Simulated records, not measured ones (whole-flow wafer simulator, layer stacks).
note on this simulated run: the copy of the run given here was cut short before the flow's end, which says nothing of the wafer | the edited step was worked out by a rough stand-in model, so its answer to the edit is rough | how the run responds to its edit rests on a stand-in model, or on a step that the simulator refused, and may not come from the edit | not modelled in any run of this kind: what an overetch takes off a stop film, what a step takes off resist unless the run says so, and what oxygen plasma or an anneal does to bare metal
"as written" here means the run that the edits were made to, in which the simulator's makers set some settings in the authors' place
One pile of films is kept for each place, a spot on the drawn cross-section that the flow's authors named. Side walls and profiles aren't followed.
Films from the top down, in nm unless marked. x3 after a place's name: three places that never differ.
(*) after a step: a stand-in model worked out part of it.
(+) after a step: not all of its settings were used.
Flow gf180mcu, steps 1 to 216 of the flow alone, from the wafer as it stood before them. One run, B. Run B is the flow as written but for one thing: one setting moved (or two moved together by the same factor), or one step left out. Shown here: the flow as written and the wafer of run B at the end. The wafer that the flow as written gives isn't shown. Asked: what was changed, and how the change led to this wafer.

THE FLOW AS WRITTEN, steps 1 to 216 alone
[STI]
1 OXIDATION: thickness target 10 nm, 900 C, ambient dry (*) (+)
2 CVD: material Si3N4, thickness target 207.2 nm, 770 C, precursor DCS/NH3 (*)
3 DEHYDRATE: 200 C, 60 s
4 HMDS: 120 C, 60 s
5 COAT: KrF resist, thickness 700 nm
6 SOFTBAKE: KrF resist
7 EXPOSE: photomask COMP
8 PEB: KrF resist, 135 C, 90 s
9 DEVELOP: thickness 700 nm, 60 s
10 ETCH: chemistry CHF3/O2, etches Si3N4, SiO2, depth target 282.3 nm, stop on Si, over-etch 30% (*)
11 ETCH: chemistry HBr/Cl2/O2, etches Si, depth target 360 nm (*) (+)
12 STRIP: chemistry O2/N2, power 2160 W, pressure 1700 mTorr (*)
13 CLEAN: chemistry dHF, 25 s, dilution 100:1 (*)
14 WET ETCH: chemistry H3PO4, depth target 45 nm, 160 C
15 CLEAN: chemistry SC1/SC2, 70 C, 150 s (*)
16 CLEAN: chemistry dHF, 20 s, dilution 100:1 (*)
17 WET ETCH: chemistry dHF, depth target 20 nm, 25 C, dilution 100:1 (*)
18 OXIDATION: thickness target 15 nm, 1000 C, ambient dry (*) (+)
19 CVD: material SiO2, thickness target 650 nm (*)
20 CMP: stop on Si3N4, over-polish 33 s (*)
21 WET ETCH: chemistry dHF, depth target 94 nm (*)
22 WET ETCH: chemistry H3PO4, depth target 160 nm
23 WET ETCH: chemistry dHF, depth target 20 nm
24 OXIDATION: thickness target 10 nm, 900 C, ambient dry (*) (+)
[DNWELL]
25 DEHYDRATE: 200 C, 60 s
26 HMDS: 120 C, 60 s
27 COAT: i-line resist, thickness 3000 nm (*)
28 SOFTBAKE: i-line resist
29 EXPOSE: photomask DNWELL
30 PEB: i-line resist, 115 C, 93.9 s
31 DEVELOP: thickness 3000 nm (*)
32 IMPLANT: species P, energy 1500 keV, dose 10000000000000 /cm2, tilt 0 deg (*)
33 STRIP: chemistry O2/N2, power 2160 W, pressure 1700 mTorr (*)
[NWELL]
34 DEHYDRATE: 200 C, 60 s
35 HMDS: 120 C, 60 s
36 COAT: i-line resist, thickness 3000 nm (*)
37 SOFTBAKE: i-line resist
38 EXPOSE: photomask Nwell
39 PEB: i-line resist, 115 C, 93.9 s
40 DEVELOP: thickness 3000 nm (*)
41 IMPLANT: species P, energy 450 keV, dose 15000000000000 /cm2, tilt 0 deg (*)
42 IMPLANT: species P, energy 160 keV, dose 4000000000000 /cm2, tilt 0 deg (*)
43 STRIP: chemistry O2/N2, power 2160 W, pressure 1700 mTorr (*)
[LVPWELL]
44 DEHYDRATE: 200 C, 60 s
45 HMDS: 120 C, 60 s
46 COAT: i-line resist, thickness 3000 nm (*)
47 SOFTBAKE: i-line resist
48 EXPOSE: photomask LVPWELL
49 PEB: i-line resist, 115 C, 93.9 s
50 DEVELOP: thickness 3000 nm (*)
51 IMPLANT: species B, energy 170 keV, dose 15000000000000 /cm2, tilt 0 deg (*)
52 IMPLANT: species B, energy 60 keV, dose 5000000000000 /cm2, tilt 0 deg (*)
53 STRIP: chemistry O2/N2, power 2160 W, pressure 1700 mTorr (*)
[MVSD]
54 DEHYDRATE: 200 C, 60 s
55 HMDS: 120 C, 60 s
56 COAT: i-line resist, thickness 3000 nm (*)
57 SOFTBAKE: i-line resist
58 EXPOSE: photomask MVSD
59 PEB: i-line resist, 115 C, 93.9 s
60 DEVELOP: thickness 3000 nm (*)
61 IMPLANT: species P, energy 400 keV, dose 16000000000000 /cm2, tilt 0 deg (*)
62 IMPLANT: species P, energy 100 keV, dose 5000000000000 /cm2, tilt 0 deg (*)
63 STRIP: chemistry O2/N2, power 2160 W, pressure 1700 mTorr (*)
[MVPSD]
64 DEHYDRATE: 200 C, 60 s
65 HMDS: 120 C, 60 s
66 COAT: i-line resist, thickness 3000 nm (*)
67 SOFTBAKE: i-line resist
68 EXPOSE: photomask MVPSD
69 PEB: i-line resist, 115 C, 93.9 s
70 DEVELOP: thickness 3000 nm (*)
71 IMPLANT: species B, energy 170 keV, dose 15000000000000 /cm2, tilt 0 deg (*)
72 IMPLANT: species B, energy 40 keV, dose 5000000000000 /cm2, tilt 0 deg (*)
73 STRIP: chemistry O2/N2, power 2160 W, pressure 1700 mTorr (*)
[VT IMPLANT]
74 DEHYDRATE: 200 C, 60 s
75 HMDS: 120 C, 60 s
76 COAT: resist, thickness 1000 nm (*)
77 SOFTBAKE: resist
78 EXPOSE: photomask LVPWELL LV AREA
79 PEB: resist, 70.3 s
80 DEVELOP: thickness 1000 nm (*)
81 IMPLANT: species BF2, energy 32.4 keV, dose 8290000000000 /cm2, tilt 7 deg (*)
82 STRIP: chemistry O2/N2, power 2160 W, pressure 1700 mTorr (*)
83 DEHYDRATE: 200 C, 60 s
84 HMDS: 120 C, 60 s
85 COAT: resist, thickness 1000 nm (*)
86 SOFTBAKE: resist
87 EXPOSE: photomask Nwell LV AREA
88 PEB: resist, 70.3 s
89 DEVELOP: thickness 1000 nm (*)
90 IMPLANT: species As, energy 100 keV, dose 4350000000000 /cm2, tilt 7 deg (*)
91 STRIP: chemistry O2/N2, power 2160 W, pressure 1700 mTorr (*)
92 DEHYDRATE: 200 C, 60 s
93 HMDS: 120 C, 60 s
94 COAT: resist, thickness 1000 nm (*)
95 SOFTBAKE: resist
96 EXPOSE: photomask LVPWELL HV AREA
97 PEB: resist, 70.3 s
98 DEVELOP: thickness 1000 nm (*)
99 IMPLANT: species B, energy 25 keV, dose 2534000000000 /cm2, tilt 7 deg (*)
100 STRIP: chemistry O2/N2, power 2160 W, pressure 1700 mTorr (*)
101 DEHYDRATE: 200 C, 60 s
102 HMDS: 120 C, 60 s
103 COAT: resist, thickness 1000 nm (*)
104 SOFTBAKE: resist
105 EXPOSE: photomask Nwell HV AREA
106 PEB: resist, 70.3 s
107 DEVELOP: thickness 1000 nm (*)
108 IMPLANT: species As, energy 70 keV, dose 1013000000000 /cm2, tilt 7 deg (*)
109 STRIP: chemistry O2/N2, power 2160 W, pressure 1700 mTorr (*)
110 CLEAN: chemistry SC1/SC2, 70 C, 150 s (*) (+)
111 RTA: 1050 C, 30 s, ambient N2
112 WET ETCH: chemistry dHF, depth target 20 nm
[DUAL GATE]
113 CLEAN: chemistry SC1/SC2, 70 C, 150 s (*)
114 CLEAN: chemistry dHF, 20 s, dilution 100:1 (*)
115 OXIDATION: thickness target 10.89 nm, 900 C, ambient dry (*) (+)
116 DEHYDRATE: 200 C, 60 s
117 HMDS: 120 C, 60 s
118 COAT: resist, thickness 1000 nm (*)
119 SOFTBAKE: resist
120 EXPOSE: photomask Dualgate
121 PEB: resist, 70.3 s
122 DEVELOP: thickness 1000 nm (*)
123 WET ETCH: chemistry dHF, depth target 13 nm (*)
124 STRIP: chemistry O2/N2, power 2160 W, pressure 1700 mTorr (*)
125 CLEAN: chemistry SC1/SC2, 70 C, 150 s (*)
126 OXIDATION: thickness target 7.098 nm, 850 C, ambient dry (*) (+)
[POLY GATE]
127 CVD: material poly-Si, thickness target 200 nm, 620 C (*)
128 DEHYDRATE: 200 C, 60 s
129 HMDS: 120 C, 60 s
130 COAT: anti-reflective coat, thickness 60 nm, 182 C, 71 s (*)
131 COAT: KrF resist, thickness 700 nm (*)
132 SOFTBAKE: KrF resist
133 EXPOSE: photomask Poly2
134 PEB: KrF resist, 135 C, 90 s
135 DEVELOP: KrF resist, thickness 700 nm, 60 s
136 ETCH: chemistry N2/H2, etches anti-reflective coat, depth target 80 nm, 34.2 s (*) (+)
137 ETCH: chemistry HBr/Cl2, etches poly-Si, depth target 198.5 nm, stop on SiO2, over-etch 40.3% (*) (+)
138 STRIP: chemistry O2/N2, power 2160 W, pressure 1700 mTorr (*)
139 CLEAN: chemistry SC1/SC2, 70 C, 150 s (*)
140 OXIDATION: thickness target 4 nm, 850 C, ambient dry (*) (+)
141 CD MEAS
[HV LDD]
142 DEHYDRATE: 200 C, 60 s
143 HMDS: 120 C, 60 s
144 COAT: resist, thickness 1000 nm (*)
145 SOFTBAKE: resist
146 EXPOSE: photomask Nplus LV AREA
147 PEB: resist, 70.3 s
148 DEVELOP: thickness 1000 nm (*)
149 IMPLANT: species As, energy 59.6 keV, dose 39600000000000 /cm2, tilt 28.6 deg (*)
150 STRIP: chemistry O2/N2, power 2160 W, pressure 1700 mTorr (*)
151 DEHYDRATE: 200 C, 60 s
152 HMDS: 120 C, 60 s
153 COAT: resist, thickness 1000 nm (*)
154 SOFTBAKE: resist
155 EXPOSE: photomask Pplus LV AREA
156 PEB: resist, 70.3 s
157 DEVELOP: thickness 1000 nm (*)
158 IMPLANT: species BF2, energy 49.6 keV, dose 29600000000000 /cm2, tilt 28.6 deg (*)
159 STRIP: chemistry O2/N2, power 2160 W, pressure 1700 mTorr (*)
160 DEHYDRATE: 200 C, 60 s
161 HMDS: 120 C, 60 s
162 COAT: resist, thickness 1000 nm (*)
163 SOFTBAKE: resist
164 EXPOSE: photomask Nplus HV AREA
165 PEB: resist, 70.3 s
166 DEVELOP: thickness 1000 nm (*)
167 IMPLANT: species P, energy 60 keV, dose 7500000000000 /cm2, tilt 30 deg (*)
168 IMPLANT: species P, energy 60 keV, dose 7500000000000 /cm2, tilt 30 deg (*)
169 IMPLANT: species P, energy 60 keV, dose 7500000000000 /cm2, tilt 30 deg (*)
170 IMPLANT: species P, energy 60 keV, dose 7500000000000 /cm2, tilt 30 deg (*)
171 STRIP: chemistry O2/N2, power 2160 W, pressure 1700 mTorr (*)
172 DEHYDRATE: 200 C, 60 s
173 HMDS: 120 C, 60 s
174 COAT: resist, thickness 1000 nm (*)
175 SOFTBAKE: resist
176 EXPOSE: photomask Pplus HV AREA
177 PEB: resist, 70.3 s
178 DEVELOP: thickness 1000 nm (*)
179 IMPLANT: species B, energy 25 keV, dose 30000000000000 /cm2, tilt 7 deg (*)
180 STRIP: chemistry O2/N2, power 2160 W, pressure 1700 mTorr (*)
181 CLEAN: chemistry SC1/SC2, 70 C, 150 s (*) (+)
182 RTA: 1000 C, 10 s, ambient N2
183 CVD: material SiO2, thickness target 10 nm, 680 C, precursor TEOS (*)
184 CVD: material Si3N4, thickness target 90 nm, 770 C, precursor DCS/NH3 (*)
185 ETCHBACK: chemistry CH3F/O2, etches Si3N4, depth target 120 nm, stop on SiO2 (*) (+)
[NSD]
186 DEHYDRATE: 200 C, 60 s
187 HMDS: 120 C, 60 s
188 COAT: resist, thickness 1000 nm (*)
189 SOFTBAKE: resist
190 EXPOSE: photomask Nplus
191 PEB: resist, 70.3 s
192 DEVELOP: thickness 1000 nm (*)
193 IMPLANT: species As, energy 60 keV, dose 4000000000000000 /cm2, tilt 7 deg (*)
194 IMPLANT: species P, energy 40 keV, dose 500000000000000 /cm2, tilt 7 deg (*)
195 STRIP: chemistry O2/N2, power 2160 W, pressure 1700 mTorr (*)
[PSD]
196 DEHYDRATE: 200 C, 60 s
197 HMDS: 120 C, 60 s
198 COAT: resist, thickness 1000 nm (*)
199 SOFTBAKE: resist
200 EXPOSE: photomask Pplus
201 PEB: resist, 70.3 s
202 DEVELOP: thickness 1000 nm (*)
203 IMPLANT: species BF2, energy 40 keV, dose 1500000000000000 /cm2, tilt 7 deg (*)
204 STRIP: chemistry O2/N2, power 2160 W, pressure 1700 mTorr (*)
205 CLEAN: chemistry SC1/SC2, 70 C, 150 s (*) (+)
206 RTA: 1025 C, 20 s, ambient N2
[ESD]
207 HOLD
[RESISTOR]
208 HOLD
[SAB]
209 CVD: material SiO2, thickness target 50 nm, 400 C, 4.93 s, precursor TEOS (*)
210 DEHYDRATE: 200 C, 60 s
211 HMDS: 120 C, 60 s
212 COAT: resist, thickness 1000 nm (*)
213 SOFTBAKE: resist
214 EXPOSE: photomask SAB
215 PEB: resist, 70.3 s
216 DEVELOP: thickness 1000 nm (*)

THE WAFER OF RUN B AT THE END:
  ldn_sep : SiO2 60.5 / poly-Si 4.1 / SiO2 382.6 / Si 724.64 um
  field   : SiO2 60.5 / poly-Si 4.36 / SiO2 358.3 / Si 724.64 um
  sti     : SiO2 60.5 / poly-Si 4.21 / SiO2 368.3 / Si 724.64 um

The cause: step 127, CVD: thickness target 286 nm was run, where the flow has thickness target 200 nm.

How the change led to this, step by step:
  127 CVD: material poly-Si, thickness target 200 nm, 620 C (*)
      field, field__w1, field__w2 and 89 more: poly-Si +286 (new film) (as written it would be: poly-Si +200 (new film))
  137 ETCH: chemistry HBr/Cl2, etches poly-Si, depth target 198.5 nm, stop on SiO2, over-etch 40.3% (*) (+)
      field__w3, field__w12, field_sub and 14 more: poly-Si -278.5 (as written it would be: poly-Si -199 (all of it), SiO2 -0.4)
      field__w6, sti, m1 and 11 more: poly-Si -278.5 (as written it would be: poly-Si -198.8 (all of it), SiO2 -0.4)
      (and at 33 more places)
  138 STRIP: chemistry O2/N2, power 2160 W, pressure 1700 mTorr (*)
      field, field__w1, field__w2 and 61 more: chemical SiO2 +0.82 (new film), poly-Si -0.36 (as written it would be: nothing)
  139 CLEAN: chemistry SC1/SC2, 70 C, 150 s (*)
      field, field__w1, field__w2 and 34 more: chemical SiO2 -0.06, poly-Si -0.27 (as written it would be: SiO2 -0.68)
  140 OXIDATION: thickness target 4 nm, 850 C, ambient dry (*) (+)
      field, field__w1, field__w2 and 21 more: SiO2 +4 (new film), chemical SiO2 -0.76 (all of it), poly-Si -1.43 (as written it would be: SiO2 +0.15, Si -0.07)
      active_hv, active_nat, ld_sd_n and 11 more: SiO2 +4 (new film), chemical SiO2 -0.76 (all of it), poly-Si -1.43 (as written it would be: SiO2 +0.96, Si -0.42)
      (and at 26 more places)
  144 COAT: resist, thickness 1000 nm (*)
      field_sub__w4: resist +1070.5 (new film) (as written it would be: resist +1047.7 (new film))
      gate: resist +773.2 (new film) (as written it would be: resist +837.3 (new film))
      (and at 31 more places)
  145 SOFTBAKE: resist
      active_hv: resist -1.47 (as written it would be: resist +0.44)
      nw_enc_fld_lv__w3: resist -1.65 (as written it would be: resist +2.63)
      (and at 73 more places)
  147 PEB: resist, 70.3 s
      polyc_n, polyc_n_rim, polyc_p, polyc_p_rim: resist -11 (as written it would be: resist -12.2)
      ldn_ch, ldn_acc, ldp_ch, ldp_acc: resist -11.9 (as written it would be: resist -13)
      (and at 27 more places)
  148 DEVELOP: thickness 1000 nm (*)
      gate: resist -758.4 (all of it) (as written it would be: resist -822.7 (all of it))
      npoly_u: resist -759.2 (all of it) (as written it would be: resist -821.5 (all of it))
      (and at 3 more places)
  150 STRIP: chemistry O2/N2, power 2160 W, pressure 1700 mTorr (*)
      field_sub__w4: resist -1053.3 (all of it) (as written it would be: resist -1030.9 (all of it))
      gate_hv: resist -763.6 (all of it) (as written it would be: resist -824.2 (all of it))
      (and at 25 more places)
  153 COAT: resist, thickness 1000 nm (*)
      field_sub__w4: resist +1070.5 (new film) (as written it would be: resist +1047.7 (new film))
      gate: resist +773.2 (new film) (as written it would be: resist +837.3 (new film))
      (and at 31 more places)
  154 SOFTBAKE: resist
      active_hv: resist -1.47 (as written it would be: resist +0.44)
      nw_enc_fld_lv__w3: resist -1.65 (as written it would be: resist +2.63)
      (and at 73 more places)
  156 PEB: resist, 70.3 s
      polyc_n, polyc_n_rim, polyc_p, polyc_p_rim: resist -11 (as written it would be: resist -12.2)
      ldn_ch, ldn_acc, ldp_ch, ldp_acc: resist -11.9 (as written it would be: resist -13)
      (and at 27 more places)
  157 DEVELOP: thickness 1000 nm (*)
      gate_p: resist -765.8 (all of it) (as written it would be: resist -828.7 (all of it))
      ppoly_u: resist -767 (all of it) (as written it would be: resist -827 (all of it))
      (and at 3 more places)
  159 STRIP: chemistry O2/N2, power 2160 W, pressure 1700 mTorr (*)
      field_sub__w4: resist -1053.3 (all of it) (as written it would be: resist -1030.9 (all of it))
      gate: resist -758.4 (all of it) (as written it would be: resist -822.7 (all of it))
      (and at 25 more places)
  162 COAT: resist, thickness 1000 nm (*)
      field_sub__w4: resist +1070.5 (new film) (as written it would be: resist +1047.7 (new film))
      gate: resist +773.2 (new film) (as written it would be: resist +837.3 (new film))
      (and at 31 more places)
  ... 23 more steps ...
  216 DEVELOP: thickness 1000 nm (*)
      field__w2: resist -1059 (all of it) (as written it would be: resist -1035.2 (all of it))
      field__w3: resist -1072.8 (all of it) (as written it would be: resist -1049.4 (all of it))
      (and at 44 more places)
